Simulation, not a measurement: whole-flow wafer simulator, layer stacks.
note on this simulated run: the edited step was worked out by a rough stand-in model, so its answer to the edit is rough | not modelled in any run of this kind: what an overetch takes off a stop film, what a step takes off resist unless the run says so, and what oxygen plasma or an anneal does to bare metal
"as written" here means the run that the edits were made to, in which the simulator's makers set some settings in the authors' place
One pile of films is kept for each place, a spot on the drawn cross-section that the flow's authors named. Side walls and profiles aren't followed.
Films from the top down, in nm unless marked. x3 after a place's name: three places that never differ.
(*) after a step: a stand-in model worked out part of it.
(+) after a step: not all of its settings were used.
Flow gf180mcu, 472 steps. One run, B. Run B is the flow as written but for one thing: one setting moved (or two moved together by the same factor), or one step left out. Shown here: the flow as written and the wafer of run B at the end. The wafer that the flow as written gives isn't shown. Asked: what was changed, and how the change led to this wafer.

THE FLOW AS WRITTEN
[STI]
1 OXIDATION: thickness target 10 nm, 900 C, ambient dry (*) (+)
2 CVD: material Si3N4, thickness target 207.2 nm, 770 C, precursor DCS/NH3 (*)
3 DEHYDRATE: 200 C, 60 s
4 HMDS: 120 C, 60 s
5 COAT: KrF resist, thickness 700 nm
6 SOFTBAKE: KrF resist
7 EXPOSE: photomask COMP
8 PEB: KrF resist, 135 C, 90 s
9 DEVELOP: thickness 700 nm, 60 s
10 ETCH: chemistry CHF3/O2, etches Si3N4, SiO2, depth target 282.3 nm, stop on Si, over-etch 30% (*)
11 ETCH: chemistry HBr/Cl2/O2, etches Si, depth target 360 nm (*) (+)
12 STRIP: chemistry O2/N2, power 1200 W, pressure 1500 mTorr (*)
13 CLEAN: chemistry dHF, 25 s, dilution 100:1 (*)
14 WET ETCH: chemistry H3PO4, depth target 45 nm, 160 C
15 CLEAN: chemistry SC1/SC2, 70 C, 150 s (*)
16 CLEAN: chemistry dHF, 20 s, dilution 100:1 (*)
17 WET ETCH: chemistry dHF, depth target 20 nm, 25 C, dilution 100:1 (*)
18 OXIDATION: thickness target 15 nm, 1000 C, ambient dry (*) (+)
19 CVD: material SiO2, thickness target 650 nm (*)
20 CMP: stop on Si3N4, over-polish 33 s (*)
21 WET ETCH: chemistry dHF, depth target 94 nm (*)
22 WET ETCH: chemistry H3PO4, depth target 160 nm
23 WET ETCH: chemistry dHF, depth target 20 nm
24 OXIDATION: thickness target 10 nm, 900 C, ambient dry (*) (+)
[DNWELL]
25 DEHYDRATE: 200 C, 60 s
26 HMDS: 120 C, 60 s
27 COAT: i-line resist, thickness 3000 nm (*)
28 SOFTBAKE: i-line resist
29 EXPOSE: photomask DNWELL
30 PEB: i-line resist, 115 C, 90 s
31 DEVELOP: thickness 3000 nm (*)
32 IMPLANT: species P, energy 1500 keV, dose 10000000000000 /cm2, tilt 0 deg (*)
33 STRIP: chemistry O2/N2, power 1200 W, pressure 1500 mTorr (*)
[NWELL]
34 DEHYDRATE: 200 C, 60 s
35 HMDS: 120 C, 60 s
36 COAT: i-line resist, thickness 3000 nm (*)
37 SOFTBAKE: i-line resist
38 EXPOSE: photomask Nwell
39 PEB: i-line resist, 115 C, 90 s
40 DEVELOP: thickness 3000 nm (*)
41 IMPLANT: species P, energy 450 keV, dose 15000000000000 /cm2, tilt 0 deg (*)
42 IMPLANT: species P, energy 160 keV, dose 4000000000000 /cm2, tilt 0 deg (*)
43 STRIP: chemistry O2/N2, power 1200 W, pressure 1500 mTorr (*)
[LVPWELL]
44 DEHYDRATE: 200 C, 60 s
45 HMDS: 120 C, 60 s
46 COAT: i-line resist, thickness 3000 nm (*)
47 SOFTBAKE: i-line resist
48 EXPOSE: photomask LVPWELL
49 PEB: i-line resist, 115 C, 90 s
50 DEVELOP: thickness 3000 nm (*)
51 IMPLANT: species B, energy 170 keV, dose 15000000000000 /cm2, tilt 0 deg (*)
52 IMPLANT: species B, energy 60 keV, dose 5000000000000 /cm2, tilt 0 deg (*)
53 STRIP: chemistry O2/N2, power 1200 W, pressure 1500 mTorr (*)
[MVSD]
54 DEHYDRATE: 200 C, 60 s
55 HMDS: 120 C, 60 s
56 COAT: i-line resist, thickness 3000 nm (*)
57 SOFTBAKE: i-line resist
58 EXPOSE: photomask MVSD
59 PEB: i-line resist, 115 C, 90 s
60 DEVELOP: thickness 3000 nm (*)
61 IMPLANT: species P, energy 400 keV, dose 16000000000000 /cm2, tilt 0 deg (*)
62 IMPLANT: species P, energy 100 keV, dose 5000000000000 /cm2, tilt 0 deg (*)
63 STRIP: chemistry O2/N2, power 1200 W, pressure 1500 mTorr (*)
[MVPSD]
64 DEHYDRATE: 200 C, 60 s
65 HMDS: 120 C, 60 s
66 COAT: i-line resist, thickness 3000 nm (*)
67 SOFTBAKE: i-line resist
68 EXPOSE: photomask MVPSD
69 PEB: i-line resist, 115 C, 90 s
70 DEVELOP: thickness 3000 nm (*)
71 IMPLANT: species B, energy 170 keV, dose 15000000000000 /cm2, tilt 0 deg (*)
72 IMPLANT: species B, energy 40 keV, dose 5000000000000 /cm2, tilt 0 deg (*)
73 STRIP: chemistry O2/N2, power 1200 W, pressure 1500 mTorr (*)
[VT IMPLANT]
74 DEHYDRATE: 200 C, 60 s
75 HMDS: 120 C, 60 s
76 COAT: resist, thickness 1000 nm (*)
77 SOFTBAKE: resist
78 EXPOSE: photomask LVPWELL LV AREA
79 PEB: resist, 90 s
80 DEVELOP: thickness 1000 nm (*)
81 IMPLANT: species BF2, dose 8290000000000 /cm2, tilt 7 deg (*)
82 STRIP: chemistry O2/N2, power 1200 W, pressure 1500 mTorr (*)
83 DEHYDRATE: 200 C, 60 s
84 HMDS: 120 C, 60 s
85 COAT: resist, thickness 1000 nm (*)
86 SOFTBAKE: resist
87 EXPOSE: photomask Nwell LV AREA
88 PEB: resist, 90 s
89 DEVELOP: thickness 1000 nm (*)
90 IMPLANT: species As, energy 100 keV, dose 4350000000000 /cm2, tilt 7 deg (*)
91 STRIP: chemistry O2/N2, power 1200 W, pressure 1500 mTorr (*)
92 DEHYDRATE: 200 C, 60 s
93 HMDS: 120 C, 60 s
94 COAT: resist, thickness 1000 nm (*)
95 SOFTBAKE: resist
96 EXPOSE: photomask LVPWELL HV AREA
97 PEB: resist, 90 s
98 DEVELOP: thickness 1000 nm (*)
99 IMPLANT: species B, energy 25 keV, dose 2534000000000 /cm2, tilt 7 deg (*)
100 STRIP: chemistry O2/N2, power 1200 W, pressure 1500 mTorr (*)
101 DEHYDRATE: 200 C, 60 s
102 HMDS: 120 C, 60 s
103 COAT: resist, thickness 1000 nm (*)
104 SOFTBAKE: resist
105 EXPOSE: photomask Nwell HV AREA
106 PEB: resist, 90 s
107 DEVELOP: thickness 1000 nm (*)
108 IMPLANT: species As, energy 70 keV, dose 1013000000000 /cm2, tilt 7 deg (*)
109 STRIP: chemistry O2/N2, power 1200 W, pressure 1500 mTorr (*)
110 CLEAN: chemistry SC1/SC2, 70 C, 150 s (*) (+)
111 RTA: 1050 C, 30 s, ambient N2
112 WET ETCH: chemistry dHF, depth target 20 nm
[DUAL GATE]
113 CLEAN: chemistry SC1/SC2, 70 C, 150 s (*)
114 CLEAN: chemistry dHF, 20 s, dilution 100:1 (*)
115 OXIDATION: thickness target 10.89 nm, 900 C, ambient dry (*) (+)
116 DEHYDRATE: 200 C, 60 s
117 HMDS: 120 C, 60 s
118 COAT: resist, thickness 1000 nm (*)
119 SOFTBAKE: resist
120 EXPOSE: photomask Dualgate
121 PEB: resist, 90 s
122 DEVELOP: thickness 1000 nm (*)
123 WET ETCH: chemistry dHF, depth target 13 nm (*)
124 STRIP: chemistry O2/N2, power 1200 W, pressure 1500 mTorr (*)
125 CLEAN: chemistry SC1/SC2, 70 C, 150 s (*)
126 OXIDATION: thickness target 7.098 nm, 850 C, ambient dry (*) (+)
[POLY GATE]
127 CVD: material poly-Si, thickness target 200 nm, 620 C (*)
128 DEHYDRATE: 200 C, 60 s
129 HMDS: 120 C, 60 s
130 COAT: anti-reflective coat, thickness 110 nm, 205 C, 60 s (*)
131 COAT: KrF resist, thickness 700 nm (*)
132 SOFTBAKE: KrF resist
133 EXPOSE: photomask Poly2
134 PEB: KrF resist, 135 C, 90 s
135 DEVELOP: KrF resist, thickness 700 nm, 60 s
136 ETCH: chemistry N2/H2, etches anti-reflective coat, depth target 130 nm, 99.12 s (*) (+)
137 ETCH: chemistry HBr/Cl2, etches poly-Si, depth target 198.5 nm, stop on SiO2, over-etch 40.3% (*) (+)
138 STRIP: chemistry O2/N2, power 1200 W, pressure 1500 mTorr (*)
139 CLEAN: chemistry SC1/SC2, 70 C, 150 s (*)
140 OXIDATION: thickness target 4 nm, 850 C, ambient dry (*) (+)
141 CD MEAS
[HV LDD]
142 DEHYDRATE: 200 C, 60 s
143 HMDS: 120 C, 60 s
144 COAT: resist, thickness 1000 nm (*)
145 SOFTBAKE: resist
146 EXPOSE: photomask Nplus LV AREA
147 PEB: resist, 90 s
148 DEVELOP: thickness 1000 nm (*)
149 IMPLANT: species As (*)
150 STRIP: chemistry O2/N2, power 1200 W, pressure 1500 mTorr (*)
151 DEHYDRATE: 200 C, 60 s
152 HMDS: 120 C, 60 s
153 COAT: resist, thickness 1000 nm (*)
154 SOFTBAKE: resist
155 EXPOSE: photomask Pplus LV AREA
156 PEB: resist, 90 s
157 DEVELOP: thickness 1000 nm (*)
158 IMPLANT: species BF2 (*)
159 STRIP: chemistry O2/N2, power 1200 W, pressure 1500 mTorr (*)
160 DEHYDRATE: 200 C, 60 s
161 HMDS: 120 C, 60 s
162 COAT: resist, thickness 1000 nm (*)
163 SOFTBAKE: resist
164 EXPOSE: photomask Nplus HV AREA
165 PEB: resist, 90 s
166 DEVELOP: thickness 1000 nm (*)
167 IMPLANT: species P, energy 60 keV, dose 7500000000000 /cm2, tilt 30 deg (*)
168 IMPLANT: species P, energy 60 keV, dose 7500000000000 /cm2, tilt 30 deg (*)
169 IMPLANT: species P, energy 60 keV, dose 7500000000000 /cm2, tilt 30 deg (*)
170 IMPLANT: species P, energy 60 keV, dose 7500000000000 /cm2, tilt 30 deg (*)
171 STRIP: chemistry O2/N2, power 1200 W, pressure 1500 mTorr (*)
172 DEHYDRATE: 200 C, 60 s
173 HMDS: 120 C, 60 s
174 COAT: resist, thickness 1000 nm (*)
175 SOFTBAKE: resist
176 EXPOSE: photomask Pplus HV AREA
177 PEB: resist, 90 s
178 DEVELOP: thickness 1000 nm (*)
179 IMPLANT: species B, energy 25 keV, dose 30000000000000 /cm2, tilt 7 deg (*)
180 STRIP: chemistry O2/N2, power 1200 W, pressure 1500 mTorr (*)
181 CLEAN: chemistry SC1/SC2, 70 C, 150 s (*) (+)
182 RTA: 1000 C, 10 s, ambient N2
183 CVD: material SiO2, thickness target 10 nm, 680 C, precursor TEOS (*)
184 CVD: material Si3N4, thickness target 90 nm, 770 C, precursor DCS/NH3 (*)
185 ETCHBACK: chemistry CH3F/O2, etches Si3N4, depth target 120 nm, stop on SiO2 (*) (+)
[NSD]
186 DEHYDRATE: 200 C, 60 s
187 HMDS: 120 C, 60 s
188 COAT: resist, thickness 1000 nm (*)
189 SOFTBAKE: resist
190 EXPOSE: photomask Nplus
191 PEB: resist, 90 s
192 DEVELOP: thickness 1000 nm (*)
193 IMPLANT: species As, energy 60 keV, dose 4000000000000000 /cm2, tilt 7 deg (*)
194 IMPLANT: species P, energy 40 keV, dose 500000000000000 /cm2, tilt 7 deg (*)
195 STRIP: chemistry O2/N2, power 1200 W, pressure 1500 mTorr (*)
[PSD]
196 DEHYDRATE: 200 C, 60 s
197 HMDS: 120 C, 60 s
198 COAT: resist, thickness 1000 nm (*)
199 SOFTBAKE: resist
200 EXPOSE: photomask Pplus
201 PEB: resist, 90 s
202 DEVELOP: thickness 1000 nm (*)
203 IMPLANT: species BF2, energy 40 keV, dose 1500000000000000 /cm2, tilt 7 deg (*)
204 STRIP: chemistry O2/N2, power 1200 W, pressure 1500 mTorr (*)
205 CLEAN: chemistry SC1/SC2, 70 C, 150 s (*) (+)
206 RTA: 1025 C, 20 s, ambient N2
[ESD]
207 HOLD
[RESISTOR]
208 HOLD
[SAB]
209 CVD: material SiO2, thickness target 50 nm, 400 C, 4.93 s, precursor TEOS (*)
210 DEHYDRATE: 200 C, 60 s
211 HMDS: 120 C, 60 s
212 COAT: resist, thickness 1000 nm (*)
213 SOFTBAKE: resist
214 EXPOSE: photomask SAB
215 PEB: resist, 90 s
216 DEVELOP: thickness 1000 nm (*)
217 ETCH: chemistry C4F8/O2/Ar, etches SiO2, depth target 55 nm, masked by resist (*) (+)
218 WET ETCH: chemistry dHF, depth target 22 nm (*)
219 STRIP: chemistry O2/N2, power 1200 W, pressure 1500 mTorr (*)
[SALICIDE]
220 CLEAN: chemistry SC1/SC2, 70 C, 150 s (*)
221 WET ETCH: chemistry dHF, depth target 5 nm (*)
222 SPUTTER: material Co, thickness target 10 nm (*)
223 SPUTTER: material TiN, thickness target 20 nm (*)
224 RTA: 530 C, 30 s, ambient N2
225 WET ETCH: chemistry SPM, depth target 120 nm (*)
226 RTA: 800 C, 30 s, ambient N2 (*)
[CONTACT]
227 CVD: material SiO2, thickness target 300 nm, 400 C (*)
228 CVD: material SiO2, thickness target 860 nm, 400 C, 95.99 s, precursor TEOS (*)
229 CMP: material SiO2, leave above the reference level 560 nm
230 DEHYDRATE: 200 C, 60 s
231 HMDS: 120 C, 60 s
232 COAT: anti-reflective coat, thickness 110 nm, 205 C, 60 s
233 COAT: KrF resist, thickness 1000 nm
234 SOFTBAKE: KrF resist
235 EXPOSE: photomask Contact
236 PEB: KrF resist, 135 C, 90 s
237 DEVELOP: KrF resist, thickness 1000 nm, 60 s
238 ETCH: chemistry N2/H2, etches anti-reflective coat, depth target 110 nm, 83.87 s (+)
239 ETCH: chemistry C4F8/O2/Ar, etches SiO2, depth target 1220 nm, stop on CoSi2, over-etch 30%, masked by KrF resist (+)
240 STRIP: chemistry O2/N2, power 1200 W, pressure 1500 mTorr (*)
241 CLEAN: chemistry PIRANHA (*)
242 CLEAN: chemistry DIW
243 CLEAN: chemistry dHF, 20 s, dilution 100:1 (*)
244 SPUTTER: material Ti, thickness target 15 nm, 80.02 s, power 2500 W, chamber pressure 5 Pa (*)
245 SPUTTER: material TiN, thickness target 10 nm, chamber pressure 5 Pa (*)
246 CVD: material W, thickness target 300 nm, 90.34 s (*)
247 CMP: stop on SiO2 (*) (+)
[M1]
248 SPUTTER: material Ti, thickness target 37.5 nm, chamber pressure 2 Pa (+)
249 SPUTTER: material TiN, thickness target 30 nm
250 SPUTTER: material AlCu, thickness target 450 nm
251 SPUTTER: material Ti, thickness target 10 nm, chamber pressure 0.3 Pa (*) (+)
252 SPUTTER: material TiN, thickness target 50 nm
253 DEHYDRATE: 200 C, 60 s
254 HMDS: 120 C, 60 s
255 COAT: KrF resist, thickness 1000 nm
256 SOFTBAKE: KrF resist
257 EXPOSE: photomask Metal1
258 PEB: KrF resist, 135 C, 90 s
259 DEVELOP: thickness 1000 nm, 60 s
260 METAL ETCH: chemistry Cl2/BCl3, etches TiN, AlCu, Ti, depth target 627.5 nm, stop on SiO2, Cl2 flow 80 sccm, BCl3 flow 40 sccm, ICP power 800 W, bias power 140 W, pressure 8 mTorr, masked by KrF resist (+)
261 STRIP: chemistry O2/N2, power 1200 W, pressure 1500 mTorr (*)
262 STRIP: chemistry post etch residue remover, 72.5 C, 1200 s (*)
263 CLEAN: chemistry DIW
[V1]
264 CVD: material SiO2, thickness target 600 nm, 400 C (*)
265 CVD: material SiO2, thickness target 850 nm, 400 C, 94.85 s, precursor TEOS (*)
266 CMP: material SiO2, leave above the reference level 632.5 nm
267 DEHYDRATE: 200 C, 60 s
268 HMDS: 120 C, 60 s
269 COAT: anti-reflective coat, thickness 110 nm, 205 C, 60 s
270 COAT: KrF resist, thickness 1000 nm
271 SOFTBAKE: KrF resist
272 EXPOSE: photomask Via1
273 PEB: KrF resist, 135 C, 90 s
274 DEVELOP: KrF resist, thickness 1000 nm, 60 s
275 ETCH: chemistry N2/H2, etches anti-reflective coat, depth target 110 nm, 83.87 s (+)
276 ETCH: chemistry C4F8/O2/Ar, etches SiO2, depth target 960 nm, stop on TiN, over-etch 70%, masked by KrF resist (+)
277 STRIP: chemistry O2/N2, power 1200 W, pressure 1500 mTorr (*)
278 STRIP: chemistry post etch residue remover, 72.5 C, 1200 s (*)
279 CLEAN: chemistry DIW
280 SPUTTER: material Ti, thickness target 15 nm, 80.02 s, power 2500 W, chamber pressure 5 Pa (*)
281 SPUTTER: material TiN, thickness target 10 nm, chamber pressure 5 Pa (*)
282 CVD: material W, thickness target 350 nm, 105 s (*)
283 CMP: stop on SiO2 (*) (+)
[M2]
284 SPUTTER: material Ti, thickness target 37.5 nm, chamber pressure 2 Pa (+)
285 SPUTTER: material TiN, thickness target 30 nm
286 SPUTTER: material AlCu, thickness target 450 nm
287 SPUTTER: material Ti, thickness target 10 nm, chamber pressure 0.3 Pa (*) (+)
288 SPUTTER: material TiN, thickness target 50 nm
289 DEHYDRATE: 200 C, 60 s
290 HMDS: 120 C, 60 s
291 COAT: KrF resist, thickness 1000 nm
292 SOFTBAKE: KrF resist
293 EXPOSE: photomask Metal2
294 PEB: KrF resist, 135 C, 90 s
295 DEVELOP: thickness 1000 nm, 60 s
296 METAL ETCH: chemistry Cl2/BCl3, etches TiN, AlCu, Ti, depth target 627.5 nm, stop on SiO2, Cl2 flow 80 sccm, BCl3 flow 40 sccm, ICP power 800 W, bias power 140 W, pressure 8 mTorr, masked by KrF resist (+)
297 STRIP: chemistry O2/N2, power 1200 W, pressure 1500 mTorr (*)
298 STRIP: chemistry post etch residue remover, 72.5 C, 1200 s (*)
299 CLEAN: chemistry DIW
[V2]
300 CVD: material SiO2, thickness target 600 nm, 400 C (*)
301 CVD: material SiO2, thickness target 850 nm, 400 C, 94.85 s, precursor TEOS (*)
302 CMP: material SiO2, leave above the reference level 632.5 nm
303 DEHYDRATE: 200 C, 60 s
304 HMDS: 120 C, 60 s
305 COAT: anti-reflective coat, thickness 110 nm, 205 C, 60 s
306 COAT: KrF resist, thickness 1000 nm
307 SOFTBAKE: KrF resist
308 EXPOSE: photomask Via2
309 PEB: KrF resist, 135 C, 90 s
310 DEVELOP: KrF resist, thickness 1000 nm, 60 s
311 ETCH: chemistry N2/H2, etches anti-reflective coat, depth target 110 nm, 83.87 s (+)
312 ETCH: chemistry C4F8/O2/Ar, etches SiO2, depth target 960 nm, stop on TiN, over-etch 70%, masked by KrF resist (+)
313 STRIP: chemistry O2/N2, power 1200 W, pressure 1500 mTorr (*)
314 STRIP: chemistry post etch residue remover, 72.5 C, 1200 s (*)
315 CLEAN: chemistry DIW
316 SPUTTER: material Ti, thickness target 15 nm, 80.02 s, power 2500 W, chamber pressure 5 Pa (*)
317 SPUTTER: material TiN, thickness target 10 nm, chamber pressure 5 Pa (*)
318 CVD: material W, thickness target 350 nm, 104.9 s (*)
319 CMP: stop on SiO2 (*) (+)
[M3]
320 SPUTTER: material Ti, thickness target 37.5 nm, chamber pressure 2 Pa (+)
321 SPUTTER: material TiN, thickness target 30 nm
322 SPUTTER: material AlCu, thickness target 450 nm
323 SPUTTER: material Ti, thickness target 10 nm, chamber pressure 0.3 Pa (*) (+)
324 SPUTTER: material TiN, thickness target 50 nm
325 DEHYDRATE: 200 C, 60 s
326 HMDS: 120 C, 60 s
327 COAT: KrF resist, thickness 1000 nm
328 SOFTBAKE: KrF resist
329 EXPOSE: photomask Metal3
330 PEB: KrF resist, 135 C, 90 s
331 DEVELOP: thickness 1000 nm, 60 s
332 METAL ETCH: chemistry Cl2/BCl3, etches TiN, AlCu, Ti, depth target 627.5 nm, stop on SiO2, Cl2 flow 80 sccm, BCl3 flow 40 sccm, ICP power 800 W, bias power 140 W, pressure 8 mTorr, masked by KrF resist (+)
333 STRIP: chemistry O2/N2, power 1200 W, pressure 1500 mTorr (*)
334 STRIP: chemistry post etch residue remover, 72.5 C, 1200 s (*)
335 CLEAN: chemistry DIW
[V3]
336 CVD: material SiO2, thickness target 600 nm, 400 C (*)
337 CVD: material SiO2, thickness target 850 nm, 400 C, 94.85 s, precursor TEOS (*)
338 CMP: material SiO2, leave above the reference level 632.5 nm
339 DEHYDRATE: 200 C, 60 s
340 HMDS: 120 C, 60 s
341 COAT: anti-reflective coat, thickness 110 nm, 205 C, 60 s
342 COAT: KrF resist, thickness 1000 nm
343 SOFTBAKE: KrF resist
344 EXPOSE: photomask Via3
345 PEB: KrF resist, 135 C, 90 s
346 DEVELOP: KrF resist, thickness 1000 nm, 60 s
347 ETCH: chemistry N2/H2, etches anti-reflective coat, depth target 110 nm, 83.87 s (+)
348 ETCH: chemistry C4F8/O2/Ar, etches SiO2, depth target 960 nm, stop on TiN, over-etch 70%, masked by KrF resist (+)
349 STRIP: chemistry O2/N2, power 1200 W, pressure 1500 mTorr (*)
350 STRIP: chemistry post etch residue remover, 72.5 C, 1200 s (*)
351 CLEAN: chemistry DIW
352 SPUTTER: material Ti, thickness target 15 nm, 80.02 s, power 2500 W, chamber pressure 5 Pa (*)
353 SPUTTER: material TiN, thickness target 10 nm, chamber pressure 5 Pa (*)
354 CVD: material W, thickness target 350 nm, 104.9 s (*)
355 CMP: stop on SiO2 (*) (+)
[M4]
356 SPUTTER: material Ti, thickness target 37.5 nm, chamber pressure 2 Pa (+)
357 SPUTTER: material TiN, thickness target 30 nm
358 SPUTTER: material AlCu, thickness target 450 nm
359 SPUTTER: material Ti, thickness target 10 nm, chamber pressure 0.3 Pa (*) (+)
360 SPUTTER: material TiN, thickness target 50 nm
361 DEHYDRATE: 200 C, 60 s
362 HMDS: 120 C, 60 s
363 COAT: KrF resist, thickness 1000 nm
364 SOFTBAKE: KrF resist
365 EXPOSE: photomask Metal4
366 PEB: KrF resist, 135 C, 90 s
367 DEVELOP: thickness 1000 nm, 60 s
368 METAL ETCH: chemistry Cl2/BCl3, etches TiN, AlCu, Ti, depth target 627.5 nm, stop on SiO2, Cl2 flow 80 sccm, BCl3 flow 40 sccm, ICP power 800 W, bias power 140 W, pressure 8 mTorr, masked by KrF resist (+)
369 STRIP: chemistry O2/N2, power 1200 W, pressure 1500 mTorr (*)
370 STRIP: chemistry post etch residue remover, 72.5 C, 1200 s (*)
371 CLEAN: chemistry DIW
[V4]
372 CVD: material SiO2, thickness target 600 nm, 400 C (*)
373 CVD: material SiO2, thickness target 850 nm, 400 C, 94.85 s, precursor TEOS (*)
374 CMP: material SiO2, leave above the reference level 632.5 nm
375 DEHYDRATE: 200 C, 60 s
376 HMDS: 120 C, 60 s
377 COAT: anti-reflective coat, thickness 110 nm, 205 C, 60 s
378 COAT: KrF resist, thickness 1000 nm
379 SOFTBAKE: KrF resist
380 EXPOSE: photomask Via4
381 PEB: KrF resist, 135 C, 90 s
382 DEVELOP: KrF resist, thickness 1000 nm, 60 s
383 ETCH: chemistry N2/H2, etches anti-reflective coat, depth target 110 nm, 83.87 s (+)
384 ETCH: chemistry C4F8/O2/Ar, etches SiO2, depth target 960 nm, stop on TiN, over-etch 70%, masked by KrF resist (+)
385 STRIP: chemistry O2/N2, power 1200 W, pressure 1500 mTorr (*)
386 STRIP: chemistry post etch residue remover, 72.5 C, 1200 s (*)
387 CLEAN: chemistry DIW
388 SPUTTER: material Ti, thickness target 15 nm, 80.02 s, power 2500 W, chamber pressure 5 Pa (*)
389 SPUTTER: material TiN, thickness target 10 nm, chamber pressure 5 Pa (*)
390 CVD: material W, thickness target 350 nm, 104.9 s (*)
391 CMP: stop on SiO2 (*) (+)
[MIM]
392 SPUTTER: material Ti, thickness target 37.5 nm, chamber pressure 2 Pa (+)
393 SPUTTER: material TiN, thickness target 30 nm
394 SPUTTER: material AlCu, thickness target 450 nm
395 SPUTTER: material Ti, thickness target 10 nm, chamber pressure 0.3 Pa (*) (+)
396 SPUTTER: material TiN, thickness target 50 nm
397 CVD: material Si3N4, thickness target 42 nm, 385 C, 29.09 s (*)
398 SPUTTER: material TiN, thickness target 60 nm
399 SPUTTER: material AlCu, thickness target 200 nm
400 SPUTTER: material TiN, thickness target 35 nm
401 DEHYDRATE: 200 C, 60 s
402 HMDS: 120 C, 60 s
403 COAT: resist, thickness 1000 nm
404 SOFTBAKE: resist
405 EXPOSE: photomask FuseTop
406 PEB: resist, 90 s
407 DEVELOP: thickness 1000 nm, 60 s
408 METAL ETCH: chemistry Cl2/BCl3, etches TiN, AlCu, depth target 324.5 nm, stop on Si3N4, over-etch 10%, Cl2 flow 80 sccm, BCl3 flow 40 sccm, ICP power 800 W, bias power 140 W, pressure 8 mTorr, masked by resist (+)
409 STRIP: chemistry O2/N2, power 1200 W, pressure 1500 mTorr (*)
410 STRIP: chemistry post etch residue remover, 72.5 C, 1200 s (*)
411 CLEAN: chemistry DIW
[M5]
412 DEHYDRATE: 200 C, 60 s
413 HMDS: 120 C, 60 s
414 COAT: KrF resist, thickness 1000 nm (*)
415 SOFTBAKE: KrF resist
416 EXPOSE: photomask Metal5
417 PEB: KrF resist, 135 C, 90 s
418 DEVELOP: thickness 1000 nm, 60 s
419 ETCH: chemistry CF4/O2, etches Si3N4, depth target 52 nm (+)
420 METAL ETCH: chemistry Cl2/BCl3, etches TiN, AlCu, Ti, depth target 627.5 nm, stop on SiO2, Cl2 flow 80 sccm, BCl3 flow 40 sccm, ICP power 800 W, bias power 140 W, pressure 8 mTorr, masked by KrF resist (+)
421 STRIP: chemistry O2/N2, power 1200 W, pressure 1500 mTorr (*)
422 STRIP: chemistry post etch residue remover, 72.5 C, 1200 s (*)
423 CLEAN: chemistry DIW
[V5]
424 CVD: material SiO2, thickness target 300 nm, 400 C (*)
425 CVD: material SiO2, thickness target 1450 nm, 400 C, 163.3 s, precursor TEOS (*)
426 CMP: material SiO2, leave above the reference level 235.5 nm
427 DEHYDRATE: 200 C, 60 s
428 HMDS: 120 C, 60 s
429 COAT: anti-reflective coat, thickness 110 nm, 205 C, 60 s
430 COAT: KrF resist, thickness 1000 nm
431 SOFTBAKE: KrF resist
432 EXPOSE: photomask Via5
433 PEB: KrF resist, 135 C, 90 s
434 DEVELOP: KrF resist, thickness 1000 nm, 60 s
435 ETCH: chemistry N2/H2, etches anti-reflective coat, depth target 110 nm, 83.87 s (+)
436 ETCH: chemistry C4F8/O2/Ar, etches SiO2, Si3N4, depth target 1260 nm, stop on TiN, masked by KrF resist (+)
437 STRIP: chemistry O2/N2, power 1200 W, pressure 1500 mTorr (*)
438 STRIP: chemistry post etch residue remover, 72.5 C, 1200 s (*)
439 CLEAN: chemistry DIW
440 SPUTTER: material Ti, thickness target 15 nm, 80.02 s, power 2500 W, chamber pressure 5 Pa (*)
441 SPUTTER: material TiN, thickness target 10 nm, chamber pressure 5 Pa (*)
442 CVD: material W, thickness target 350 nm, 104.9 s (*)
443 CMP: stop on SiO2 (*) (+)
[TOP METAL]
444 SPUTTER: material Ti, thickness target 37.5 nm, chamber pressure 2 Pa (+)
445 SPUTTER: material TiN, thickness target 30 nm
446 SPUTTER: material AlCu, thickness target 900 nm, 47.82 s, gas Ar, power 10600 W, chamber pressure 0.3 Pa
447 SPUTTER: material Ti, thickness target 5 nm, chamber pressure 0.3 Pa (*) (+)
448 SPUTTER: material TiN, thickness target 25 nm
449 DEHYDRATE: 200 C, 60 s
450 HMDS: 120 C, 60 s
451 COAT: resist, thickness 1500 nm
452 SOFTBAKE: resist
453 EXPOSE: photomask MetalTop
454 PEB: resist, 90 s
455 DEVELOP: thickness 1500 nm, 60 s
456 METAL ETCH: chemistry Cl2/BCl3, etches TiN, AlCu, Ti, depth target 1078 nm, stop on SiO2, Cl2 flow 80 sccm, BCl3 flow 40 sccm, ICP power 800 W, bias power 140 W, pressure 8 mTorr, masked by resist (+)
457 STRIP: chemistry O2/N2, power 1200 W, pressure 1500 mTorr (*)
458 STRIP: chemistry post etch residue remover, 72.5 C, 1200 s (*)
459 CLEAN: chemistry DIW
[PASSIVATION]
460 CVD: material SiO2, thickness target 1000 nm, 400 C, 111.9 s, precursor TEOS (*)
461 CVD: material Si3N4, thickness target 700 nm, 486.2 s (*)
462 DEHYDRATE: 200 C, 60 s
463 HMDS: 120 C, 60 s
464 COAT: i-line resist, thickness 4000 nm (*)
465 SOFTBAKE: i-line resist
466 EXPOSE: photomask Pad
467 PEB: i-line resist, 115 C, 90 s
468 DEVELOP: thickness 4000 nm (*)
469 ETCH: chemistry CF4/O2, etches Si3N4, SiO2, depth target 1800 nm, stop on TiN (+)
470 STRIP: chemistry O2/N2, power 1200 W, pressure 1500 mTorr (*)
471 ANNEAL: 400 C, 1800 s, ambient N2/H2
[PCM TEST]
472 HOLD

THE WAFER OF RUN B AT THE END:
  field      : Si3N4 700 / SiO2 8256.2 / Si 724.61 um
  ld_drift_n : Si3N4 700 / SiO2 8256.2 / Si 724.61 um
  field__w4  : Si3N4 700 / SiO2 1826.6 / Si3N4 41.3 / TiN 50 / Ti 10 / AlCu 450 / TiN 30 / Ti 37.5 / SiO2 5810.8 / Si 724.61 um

The cause: step 11, ETCH: depth target 389 nm was run, where the flow has depth target 360 nm.

How the change led to this, step by step:
  11 ETCH: chemistry HBr/Cl2/O2, etches Si, depth target 360 nm (*) (+)
      active, n_well, p_well and 40 more: KrF resist -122 (as written it would be: KrF resist -112.3)
      field, field_sub, sti and 34 more: Si -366 (as written it would be: Si -337)
  12 STRIP: chemistry O2/N2, power 1200 W, pressure 1500 mTorr (*)
      active, n_well, p_well and 40 more: KrF resist -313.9 (all of it) (as written it would be: KrF resist -323.5 (all of it))
  19 CVD: material SiO2, thickness target 650 nm (*)
      m1, ld_fp_n, ld_drift_n and 8 more: SiO2 +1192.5 (as written it would be: SiO2 +1163.5)
  20 CMP: stop on Si3N4, over-polish 33 s (*)
      sti, mim_1p0, pad and 11 more: SiO2 -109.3 (as written it would be: SiO2 -138.3)
      nw_enc_fld, nw_enc_fld_lv: SiO2 -113.4 (as written it would be: SiO2 -142.4)
      (and at 10 more places)
